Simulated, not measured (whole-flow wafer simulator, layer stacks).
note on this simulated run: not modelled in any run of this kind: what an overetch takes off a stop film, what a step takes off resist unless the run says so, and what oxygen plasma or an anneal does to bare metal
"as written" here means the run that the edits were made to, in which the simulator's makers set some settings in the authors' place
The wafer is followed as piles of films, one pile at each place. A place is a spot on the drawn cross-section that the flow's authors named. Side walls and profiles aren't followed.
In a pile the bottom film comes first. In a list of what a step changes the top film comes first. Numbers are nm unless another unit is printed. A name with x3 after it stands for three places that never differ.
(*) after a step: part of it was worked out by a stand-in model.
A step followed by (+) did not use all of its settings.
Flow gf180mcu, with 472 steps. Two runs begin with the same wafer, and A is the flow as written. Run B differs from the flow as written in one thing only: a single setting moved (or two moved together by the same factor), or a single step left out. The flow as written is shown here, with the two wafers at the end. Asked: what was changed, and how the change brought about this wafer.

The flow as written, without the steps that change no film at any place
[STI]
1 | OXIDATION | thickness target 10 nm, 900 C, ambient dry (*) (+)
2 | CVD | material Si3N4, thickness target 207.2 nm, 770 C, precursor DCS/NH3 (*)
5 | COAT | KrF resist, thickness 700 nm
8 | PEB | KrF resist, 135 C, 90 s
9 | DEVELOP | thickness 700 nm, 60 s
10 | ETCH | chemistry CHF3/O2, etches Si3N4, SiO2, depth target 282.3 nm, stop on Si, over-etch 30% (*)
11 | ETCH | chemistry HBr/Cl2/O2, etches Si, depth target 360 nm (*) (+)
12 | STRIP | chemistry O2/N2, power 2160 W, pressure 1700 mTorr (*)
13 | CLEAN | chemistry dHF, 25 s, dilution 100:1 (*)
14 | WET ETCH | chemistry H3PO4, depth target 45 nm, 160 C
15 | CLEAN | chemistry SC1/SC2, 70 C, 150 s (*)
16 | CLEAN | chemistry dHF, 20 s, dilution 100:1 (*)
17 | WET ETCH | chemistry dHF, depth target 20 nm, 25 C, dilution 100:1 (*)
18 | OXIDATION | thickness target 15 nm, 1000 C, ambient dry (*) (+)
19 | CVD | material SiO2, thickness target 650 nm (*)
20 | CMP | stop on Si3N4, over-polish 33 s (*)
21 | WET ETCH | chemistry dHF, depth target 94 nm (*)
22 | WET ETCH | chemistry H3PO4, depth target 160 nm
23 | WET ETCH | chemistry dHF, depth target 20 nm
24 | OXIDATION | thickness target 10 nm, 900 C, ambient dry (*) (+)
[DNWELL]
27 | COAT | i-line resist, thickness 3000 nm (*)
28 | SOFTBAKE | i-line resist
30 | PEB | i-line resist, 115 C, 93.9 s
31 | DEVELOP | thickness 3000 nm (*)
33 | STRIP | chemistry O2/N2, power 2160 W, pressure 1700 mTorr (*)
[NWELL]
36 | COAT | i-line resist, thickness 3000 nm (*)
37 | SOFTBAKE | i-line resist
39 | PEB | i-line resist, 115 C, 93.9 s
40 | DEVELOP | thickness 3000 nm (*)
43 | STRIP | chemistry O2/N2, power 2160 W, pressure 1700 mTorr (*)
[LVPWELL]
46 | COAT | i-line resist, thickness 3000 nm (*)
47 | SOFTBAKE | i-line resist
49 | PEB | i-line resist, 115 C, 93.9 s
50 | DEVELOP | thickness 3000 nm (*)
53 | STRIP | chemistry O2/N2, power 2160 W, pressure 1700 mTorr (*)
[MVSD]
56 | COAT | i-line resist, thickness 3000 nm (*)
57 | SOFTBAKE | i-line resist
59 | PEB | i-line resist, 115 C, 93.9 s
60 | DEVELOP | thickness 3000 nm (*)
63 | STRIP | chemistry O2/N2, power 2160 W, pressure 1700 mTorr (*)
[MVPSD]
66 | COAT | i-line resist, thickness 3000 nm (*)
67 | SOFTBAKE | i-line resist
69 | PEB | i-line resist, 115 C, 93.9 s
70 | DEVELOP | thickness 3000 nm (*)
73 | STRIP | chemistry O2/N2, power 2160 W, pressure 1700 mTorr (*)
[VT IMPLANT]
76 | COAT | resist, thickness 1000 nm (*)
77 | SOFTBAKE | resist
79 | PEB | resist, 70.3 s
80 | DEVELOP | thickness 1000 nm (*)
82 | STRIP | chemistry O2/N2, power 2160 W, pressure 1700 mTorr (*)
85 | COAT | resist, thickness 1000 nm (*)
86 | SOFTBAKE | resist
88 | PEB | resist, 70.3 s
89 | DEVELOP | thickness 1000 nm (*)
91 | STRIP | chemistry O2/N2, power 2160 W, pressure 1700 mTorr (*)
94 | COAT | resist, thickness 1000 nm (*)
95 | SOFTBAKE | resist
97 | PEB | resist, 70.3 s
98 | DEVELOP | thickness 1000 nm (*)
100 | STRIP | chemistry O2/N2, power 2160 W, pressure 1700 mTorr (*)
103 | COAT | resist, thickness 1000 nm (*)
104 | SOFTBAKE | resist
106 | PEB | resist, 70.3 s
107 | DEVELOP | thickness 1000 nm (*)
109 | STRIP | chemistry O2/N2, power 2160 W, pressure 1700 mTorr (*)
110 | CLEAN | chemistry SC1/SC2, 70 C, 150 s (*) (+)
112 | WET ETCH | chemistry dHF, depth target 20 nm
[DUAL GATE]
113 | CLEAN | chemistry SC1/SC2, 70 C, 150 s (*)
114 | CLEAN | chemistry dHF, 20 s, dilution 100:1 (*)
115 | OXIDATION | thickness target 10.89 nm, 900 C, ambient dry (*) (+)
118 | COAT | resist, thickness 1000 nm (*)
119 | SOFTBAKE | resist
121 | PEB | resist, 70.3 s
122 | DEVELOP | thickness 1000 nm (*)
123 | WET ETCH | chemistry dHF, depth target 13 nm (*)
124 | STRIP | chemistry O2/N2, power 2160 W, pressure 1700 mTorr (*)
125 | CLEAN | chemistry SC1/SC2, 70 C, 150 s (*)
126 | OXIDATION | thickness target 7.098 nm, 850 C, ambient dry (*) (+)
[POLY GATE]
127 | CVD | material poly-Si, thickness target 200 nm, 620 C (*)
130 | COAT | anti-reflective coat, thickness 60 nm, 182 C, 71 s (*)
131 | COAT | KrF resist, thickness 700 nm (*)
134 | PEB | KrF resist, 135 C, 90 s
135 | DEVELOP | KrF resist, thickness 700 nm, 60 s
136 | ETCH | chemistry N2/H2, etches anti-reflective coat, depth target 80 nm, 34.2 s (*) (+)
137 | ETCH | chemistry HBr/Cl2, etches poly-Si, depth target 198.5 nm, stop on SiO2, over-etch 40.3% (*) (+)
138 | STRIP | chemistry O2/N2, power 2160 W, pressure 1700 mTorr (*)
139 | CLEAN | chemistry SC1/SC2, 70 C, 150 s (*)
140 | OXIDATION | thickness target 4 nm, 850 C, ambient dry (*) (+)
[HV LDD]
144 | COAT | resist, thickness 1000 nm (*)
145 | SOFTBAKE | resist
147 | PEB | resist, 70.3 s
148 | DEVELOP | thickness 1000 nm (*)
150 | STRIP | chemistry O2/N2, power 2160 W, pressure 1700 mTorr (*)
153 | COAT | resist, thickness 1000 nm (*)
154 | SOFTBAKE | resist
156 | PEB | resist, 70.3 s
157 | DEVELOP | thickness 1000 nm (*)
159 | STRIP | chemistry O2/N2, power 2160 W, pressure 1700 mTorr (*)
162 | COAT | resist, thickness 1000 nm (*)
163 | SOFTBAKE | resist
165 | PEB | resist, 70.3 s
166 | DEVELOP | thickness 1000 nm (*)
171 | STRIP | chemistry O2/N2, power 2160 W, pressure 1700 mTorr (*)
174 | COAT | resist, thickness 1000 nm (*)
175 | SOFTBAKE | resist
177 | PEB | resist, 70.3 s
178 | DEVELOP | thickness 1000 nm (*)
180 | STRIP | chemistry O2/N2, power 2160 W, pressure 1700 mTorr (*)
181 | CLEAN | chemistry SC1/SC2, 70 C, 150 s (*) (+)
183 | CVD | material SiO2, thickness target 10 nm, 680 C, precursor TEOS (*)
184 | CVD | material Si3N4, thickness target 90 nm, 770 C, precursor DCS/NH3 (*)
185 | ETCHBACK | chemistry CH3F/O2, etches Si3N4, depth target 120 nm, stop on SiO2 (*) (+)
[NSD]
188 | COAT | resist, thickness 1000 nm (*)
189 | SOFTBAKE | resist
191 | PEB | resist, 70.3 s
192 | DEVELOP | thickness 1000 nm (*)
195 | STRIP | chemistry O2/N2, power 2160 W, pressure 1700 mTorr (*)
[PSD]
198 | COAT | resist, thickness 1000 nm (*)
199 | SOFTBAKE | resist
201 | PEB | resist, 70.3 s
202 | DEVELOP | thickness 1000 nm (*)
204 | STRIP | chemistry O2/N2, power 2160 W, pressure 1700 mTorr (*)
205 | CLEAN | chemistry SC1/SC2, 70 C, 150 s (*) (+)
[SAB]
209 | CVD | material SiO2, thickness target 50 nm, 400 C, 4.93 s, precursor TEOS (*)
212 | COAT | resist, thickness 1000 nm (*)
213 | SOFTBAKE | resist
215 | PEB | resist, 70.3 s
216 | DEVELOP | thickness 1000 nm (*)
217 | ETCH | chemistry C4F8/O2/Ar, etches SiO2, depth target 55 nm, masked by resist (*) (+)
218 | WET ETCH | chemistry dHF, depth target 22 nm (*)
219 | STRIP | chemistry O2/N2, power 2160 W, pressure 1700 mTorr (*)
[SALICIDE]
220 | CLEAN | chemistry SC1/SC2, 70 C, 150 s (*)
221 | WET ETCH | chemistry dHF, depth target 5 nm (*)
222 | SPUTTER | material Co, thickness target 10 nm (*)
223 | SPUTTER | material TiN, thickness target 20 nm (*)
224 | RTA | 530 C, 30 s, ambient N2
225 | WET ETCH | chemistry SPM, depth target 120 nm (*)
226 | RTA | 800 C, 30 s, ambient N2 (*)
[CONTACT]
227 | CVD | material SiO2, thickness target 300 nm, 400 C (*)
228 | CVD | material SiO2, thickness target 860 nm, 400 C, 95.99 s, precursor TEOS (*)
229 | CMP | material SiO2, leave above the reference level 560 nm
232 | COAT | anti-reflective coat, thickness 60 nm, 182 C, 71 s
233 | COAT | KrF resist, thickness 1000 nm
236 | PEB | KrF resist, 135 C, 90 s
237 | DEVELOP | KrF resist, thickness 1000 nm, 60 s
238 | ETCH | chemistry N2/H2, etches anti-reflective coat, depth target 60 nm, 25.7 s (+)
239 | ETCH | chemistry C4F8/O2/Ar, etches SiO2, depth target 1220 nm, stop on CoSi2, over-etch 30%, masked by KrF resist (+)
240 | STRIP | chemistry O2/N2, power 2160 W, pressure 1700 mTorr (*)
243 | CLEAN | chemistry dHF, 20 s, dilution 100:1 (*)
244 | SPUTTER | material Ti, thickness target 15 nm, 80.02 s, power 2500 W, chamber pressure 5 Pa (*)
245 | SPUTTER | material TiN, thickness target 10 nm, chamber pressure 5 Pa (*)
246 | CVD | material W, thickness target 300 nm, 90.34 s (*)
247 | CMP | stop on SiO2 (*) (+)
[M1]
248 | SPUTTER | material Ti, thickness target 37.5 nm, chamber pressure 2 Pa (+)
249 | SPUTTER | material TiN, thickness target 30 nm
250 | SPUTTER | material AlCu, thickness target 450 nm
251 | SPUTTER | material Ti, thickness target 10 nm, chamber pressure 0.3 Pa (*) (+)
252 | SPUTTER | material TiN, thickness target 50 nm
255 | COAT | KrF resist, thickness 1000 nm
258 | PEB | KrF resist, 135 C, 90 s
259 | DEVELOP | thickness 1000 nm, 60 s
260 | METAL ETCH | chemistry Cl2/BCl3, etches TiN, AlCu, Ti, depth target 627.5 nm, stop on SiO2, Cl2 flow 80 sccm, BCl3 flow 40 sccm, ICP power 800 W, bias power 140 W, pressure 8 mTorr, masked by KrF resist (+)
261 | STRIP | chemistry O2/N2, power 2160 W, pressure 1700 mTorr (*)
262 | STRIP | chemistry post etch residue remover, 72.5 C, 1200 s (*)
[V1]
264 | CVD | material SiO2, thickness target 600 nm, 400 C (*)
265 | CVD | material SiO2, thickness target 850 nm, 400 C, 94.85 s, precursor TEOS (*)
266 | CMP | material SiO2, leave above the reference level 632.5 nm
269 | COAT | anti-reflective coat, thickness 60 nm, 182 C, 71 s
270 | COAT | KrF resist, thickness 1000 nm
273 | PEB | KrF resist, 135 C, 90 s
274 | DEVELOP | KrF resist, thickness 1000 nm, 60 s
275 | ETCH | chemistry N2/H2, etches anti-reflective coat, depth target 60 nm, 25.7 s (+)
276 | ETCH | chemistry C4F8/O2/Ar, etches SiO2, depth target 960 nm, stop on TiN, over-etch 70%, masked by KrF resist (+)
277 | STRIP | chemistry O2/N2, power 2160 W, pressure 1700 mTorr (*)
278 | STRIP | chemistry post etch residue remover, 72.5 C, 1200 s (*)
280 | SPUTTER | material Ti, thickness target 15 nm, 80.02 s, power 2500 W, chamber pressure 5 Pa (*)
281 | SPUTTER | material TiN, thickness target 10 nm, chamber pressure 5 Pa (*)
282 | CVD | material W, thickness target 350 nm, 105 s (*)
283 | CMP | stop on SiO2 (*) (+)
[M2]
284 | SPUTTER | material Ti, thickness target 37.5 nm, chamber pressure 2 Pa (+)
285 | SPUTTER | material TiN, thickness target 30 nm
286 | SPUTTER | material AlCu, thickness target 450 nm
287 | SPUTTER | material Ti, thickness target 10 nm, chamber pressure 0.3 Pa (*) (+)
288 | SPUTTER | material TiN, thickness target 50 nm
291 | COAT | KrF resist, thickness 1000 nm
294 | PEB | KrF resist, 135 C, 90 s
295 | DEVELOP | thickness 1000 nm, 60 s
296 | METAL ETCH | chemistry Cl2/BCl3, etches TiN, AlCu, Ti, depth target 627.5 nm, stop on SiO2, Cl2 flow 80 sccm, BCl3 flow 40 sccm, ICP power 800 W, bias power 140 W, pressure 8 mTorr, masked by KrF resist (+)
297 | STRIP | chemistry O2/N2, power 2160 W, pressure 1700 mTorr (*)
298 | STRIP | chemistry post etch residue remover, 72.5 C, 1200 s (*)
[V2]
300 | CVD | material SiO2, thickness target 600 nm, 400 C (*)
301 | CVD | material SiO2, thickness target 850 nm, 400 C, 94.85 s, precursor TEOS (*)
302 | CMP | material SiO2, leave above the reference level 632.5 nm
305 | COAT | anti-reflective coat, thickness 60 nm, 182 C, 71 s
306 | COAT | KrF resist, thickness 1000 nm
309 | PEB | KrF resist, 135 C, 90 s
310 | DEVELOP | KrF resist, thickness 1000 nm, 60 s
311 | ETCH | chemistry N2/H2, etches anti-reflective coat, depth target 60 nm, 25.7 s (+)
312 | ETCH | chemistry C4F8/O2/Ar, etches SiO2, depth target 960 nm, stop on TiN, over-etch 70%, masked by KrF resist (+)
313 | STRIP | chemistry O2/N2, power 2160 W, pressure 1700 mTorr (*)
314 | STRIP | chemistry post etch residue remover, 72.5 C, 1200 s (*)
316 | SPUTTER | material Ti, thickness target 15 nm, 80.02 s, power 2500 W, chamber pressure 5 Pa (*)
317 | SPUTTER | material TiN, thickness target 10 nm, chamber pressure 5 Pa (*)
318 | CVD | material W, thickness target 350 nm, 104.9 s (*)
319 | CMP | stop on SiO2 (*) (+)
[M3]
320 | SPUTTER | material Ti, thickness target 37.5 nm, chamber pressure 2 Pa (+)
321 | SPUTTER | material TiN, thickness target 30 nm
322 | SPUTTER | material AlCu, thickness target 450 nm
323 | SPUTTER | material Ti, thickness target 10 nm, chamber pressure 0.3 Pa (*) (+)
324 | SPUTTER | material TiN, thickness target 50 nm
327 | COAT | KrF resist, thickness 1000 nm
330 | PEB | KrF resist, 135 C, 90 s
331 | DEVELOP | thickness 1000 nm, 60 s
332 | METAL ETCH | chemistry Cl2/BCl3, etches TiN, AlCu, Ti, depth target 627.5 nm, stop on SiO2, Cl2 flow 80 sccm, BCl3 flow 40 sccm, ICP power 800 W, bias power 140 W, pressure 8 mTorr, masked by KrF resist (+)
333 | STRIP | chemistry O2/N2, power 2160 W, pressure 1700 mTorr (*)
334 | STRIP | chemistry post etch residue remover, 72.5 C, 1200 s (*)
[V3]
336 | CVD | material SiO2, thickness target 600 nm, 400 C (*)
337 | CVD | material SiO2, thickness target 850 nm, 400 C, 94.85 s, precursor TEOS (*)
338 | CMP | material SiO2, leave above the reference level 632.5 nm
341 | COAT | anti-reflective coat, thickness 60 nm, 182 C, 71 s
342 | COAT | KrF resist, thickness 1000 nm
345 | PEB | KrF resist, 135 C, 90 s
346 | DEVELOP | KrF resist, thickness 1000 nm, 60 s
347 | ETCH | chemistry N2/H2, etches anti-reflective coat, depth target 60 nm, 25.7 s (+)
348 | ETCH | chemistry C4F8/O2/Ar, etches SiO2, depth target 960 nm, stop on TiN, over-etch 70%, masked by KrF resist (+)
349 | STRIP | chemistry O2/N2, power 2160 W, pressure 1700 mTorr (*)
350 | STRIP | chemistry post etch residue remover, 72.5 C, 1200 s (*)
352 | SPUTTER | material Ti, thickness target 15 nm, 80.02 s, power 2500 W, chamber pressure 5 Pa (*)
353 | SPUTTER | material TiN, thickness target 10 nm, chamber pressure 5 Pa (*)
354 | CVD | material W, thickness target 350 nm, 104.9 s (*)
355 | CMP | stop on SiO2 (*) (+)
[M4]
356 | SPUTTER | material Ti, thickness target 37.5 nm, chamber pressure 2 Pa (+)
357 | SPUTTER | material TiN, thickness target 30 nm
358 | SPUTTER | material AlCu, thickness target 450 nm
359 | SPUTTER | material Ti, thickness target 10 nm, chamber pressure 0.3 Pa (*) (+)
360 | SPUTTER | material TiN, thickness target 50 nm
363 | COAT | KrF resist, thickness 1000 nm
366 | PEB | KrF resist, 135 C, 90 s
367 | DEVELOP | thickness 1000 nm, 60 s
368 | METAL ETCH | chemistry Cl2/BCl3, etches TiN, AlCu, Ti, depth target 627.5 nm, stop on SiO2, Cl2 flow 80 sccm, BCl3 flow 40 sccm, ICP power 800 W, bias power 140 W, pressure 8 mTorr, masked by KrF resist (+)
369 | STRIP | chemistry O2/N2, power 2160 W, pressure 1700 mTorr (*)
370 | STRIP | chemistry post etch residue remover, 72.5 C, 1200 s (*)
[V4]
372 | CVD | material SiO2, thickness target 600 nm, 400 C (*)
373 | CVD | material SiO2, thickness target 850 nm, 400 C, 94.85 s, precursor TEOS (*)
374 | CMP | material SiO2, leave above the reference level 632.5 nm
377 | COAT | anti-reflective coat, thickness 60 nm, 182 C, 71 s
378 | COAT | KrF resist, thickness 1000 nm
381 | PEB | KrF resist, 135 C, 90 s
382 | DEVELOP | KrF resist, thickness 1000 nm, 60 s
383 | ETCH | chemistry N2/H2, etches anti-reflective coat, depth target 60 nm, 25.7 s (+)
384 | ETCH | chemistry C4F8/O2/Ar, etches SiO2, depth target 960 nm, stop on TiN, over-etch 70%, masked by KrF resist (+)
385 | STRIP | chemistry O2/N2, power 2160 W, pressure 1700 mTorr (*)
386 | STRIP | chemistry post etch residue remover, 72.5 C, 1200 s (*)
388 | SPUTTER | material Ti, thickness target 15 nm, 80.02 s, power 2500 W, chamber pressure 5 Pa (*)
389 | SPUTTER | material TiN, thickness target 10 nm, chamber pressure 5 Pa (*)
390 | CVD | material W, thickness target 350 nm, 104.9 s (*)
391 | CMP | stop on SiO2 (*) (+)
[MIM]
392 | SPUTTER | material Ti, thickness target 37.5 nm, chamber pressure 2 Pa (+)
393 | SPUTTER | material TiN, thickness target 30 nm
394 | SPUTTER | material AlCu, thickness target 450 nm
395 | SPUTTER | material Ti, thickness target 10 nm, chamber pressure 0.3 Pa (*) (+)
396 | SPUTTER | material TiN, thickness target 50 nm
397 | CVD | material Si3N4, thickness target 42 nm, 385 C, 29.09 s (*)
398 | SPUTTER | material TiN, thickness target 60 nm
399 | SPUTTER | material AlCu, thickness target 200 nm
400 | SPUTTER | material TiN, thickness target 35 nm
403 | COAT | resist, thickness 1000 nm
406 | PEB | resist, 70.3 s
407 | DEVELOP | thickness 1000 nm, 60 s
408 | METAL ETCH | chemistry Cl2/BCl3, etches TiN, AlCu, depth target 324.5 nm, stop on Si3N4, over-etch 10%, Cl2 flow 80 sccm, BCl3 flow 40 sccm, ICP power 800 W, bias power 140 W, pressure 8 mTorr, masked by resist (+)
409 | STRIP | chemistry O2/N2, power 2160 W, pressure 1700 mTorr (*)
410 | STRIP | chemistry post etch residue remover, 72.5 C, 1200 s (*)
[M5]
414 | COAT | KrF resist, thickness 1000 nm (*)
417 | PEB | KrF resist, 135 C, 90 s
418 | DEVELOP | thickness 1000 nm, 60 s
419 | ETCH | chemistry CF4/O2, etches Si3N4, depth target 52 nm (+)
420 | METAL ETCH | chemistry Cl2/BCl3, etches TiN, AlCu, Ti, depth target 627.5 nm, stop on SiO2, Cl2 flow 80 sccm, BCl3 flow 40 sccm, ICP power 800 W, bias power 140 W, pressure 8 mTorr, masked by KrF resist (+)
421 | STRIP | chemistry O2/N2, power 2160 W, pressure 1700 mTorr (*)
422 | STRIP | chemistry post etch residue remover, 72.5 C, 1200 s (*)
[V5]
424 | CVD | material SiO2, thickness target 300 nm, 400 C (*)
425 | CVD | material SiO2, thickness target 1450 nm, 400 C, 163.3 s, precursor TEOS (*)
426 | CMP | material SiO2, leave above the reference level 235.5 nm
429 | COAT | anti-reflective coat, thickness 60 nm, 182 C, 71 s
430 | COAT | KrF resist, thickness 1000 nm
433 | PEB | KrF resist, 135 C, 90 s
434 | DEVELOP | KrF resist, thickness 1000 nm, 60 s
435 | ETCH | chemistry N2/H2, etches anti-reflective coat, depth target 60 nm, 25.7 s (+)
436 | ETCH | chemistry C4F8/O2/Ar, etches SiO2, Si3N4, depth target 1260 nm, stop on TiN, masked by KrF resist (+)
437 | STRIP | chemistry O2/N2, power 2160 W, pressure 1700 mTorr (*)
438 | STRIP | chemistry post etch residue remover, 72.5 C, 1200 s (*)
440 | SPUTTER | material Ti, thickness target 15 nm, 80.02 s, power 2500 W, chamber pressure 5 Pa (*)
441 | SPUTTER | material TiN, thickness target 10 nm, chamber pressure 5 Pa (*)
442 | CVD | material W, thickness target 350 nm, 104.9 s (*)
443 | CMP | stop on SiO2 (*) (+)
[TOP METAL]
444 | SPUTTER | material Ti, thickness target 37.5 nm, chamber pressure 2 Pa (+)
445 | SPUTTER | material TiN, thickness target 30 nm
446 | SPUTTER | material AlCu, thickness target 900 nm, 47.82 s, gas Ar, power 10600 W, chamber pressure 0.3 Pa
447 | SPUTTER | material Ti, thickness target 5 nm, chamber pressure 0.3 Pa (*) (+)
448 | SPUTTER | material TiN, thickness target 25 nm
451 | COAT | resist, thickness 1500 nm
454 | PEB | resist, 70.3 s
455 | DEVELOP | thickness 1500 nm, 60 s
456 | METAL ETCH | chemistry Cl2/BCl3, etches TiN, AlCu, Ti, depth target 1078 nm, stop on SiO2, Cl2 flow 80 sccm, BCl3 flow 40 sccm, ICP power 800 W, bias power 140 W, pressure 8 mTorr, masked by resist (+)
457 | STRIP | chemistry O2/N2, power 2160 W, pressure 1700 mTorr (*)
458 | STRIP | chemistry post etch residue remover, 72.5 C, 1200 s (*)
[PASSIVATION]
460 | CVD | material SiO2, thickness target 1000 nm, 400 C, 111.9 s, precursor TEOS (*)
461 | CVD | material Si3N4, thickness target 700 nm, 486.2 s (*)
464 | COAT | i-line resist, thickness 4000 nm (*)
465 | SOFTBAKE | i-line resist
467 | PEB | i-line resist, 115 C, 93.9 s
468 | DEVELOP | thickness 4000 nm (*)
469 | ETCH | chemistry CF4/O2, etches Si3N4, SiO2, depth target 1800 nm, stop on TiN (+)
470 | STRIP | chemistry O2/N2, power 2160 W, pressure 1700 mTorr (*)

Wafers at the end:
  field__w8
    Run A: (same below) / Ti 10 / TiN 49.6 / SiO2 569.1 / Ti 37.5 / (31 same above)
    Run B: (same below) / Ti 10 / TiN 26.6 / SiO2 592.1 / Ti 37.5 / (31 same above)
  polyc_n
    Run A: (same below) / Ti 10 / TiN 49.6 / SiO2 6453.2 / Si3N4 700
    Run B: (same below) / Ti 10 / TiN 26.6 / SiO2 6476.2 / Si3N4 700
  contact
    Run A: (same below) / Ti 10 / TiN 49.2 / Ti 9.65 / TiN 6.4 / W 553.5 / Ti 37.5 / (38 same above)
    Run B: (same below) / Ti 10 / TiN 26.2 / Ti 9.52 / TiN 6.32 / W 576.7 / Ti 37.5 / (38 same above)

Cause: step 252, SPUTTER: thickness target 27 nm was run, though the flow has thickness target 50 nm.

How this came from the change, step by step:
  252 | SPUTTER | material TiN, thickness target 50 nm
      field, field__w1, field__w2 and 108 more: A +50 TiN (new film) | B +27 TiN (new film)
  260 | METAL ETCH | chemistry Cl2/BCl3, etches TiN, AlCu, Ti, depth target 627.5 nm, stop on SiO2, Cl2 flow 80 sccm, BCl3 flow 40 sccm, ICP power 800 W, bias power 140 W, pressure 8 mTorr, masked by KrF resist (+)
      field, field__w1, field__w2 and 99 more: A -50 TiN (all of it), -10 Ti (all of it), -450 AlCu (all of it), -30 TiN (all of it), -37.5 Ti (all of it) | B -27 TiN (all of it), -10 Ti (all of it), -450 AlCu (all of it), -30 TiN (all of it), -37.5 Ti (all of it)
  266 | CMP | material SiO2, leave above the reference level 632.5 nm
      field__w8, contact, m1 and 6 more: A -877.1 SiO2 | B -854.1 SiO2
  276 | ETCH | chemistry C4F8/O2/Ar, etches SiO2, depth target 960 nm, stop on TiN, over-etch 70%, masked by KrF resist (+)
      contact: A -572.5 SiO2 (all of it) | B -595.5 SiO2 (all of it)
  282 | CVD | material W, thickness target 350 nm, 105 s (*)
      contact: A +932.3 W (new film) | B +955.5 W (new film)
